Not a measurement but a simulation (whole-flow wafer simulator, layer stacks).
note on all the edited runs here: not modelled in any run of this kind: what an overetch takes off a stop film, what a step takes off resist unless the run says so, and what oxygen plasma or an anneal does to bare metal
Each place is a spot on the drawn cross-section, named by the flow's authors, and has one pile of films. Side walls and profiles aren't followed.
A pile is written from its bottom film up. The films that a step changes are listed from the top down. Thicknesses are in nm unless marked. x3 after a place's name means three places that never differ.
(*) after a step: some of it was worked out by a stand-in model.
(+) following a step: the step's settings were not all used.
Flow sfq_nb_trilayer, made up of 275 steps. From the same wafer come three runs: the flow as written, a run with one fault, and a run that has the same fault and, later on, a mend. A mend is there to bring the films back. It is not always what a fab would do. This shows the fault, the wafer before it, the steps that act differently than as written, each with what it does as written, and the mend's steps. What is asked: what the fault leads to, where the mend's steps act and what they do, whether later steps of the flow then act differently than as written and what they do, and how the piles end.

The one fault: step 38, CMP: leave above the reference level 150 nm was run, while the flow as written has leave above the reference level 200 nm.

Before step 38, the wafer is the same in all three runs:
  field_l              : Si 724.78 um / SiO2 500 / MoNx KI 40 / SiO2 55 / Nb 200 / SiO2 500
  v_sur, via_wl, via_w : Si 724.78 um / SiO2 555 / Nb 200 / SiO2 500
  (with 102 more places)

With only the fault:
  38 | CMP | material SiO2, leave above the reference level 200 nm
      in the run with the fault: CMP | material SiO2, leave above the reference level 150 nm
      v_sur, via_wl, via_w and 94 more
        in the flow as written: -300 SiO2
        in the run with the fault: -350 SiO2
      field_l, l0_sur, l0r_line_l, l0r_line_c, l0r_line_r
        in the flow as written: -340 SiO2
        in the run with the fault: -390 SiO2
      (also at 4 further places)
  Steps further on in the flow that do not act as written (4 other steps are not shown; they differ only slightly, by no more than 2% or 0.5 nm, whichever is larger):
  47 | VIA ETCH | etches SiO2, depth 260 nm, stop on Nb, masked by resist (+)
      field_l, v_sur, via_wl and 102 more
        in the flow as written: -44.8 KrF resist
        in the run with the fault: -38.8 KrF resist
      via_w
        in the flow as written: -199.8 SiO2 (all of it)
        in the run with the fault: -149.8 SiO2 (all of it)
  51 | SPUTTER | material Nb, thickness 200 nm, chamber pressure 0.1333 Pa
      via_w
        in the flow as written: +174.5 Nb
        in the run with the fault: +184.7 Nb
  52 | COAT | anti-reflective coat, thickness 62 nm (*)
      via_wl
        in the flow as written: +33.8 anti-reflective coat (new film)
        in the run with the fault: +36 anti-reflective coat (new film)
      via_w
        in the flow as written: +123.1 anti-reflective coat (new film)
        in the run with the fault: +111.3 anti-reflective coat (new film)
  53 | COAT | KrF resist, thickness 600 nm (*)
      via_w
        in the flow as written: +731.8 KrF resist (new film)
        in the run with the fault: +691.2 KrF resist (new film)
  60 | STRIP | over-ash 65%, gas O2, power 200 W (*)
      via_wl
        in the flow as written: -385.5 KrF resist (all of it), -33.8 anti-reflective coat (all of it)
        in the run with the fault: -389.4 KrF resist (all of it), -36 anti-reflective coat (all of it)
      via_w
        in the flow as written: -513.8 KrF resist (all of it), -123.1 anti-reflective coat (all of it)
        in the run with the fault: -473.4 KrF resist (all of it), -111.3 anti-reflective coat (all of it)
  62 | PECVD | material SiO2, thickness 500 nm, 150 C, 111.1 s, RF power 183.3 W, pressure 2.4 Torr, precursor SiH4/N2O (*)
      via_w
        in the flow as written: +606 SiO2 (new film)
        in the run with the fault: +521.3 SiO2 (new film)
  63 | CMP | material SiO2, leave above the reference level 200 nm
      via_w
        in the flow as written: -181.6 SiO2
        in the run with the fault: -157.1 SiO2
  The piles end different from the flow's at v_sur, via_wl, via_w and 79 more by more than 2% or 0.5 nm, whichever is larger.
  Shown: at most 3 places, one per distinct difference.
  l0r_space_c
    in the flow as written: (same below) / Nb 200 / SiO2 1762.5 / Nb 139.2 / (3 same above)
    in the run with the fault: (same below) / Nb 200 / SiO2 1712.5 / Nb 139.2 / (3 same above)
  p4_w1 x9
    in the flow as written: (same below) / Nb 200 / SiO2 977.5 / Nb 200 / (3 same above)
    in the run with the fault: (same below) / Nb 200 / SiO2 927.5 / Nb 200 / (3 same above)
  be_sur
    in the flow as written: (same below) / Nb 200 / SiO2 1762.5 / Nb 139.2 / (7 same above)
    in the run with the fault: (same below) / Nb 200 / SiO2 1712.5 / Nb 139.2 / (7 same above)

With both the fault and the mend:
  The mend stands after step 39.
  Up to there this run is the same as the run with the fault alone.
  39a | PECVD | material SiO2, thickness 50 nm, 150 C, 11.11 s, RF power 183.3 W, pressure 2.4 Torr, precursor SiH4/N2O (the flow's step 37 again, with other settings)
      field_l, v_sur, via_wl and 103 more
        +50 SiO2
  Later steps of the flow that are run all act as written at every place that is followed, up to a difference of at most 2% or 0.5 nm, whichever is larger.
  When the end is reached, the piles differ only a little from the flow's at the places that both follow, at most by 2% or 0.5 nm, whichever is larger.
